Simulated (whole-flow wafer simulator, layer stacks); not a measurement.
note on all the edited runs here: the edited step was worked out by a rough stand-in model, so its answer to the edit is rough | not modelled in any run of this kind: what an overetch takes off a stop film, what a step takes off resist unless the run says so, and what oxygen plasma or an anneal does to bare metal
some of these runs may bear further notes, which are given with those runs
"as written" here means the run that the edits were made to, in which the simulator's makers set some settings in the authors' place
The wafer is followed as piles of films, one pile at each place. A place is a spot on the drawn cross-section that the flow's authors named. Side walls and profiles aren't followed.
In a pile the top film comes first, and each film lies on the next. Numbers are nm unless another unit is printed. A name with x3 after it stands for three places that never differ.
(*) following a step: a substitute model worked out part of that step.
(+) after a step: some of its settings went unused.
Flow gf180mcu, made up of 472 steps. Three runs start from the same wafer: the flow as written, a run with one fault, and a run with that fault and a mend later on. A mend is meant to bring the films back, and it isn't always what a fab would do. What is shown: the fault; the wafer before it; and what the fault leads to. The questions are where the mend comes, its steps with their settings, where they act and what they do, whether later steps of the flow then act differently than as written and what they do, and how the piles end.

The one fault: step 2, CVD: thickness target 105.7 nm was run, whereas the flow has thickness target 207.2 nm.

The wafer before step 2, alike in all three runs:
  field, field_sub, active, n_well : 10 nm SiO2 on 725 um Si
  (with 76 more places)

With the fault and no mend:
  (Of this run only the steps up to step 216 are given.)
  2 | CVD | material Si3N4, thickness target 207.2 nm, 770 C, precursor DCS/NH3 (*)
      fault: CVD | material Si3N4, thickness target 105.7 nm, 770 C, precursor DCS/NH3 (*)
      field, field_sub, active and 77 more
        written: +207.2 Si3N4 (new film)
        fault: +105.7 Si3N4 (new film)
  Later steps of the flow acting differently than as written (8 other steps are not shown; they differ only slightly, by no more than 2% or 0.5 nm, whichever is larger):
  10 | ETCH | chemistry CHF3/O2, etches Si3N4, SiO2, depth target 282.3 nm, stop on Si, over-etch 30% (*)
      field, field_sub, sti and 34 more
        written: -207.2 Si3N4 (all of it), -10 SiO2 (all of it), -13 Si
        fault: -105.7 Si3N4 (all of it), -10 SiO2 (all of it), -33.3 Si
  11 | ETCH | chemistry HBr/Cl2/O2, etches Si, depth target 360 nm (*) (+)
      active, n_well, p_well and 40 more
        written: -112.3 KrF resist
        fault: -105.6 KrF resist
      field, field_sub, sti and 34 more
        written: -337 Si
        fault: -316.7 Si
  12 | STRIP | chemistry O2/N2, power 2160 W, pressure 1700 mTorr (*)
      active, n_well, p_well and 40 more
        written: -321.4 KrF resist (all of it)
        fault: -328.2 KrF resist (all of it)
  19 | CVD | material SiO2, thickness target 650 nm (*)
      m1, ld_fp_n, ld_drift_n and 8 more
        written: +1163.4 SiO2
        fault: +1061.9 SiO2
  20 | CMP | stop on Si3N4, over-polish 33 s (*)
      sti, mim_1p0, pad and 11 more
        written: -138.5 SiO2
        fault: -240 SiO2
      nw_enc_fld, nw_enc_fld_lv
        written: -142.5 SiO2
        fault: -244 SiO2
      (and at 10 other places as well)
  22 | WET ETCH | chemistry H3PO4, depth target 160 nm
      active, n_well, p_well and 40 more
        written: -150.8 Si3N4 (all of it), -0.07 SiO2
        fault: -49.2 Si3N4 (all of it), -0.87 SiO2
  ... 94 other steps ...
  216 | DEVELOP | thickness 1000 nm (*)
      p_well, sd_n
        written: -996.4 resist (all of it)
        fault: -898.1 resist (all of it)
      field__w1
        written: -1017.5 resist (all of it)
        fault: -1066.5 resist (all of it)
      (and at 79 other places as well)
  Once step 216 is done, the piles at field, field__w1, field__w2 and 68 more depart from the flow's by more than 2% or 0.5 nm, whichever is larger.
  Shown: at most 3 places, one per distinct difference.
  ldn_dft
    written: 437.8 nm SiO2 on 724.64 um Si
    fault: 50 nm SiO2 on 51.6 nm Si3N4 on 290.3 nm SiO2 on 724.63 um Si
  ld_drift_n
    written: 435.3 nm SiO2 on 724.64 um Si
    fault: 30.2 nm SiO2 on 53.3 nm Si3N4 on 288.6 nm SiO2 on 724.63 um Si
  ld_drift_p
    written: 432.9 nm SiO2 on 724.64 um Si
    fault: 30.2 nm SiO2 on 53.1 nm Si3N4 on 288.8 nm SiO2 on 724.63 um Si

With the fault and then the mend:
  The mend follows step 9.
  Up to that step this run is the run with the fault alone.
  9a | STRIP | chemistry O2/N2, power 2160 W, pressure 1700 mTorr (*)
      active, n_well, p_well and 40 more
        -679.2 KrF resist (all of it)
  9b | CVD | material Si3N4, thickness target 101.5 nm, 770 C, precursor DCS/NH3 (*) (a further turn of the flow's step 2, with different settings)
      field, field_sub, active and 77 more
        +101.5 Si3N4
  9c | HMDS | 120 C, 60 s (a further turn of the flow's step 4)
      does not change any film at any place that is followed
  9d | COAT | KrF resist, thickness 700 nm (a further turn of the flow's step 5)
      field, field_sub, active and 77 more
        +700 KrF resist (new film)
  9e | SOFTBAKE | KrF resist (a further turn of the flow's step 6)
      does not change any film at any place that is followed
  9f | EXPOSE | photomask COMP (a further turn of the flow's step 7)
      does not change any film at any place that is followed
  9g | PEB | KrF resist, 135 C, 90 s (a further turn of the flow's step 8)
      field, field_sub, active and 77 more
        -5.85 KrF resist
  9h | DEVELOP | thickness 700 nm, 60 s (a further turn of the flow's step 9)
      active, n_well, p_well and 40 more
        -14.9 KrF resist
      field, field_sub, sti and 34 more
        -694.2 KrF resist (all of it)
  Later steps of the flow that are run all act as written at every place that is followed, up to a difference of at most 2% or 0.5 nm, whichever is larger.
  At every place that both follow, the piles at the end match the flow's.
